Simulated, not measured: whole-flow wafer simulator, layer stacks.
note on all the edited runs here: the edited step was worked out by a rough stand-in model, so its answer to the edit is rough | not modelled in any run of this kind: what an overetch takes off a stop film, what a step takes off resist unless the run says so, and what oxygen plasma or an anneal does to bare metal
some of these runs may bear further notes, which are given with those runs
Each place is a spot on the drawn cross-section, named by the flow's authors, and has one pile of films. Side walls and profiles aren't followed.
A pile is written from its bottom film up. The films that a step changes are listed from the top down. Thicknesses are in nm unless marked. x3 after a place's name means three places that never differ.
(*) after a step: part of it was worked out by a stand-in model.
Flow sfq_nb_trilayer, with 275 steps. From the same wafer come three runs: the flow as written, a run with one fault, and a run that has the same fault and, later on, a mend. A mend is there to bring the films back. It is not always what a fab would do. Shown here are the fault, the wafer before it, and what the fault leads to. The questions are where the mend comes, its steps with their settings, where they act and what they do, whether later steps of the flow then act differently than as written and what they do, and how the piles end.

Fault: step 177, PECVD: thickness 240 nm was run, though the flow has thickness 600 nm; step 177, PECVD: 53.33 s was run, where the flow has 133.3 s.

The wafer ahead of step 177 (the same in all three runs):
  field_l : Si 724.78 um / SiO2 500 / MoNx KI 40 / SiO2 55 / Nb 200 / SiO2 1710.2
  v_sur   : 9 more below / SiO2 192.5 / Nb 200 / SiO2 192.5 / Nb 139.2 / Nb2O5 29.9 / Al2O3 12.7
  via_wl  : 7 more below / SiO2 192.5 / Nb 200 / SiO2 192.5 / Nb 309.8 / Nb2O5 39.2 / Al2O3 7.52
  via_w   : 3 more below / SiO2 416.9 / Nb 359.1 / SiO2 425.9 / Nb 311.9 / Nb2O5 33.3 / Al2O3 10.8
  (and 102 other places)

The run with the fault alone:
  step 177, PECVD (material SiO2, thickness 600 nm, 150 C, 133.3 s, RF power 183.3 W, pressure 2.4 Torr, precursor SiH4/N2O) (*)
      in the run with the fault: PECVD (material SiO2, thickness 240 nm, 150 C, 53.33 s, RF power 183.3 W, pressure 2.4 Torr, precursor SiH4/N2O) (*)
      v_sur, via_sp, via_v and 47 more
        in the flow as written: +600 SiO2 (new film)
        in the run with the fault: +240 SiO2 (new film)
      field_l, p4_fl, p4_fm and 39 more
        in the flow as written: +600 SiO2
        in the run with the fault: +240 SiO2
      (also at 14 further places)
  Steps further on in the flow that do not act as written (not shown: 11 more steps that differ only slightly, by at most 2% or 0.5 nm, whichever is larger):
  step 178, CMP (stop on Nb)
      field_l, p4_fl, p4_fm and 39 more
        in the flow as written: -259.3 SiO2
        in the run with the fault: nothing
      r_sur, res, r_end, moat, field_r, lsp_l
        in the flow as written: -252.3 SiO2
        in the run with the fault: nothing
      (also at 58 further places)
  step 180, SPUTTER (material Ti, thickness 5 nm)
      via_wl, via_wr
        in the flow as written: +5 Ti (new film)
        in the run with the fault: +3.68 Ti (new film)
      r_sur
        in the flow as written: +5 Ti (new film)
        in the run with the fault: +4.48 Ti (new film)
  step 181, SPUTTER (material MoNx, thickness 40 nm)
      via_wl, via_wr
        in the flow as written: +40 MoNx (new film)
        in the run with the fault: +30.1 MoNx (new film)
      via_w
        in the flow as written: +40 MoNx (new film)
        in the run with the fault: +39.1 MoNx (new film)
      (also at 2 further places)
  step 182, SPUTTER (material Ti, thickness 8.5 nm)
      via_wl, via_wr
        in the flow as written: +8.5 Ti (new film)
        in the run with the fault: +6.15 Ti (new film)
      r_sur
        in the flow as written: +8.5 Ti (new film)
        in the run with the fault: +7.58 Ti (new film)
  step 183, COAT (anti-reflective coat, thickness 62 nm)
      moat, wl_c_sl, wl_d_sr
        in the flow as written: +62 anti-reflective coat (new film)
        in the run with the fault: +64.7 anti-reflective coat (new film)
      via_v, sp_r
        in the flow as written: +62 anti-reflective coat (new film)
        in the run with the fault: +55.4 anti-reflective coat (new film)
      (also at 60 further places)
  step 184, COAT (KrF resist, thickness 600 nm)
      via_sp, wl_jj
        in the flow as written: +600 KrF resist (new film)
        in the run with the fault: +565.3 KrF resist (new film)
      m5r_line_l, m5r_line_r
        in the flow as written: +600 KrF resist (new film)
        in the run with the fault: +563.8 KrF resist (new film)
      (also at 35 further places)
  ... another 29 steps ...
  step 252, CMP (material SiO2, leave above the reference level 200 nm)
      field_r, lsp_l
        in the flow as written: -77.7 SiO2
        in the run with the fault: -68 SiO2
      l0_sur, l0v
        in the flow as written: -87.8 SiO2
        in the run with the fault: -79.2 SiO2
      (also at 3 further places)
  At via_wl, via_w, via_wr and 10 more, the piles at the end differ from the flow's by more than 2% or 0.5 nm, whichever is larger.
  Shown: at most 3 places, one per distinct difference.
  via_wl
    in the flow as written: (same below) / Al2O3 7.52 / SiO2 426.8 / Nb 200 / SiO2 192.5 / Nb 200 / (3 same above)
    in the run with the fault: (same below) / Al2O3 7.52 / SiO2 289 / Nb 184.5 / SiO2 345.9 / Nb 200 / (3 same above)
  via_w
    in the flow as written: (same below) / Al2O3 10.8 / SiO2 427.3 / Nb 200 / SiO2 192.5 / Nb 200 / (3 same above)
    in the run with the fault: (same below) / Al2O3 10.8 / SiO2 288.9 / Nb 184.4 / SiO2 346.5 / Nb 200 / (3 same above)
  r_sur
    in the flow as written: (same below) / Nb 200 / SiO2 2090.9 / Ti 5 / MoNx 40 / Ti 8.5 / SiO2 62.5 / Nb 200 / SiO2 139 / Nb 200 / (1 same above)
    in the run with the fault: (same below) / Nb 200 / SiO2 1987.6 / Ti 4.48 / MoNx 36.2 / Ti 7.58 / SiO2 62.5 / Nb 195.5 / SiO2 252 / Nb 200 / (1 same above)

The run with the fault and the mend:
  After step 177 comes the mend.
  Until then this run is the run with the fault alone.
  step 177a, PECVD (material SiO2, thickness 360 nm, 150 C, 80 s, RF power 183.3 W, pressure 2.4 Torr, precursor SiH4/N2O) (*) (the flow's step 177 again, with other settings)
      field_l, v_sur, via_sp and 94 more
        +360 SiO2
      r_sur, res, r_end, moat, field_r, lsp_l
        +355.9 SiO2
      via_wl, via_wr
        +342.9 SiO2
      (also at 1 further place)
  Steps further on in the flow that do not act as written:
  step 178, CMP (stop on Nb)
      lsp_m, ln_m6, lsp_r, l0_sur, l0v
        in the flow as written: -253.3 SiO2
        in the run with the mend: -259.3 SiO2
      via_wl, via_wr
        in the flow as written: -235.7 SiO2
        in the run with the mend: -206.7 SiO2
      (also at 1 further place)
  The piles end the same as the flow's at every place that both follow.
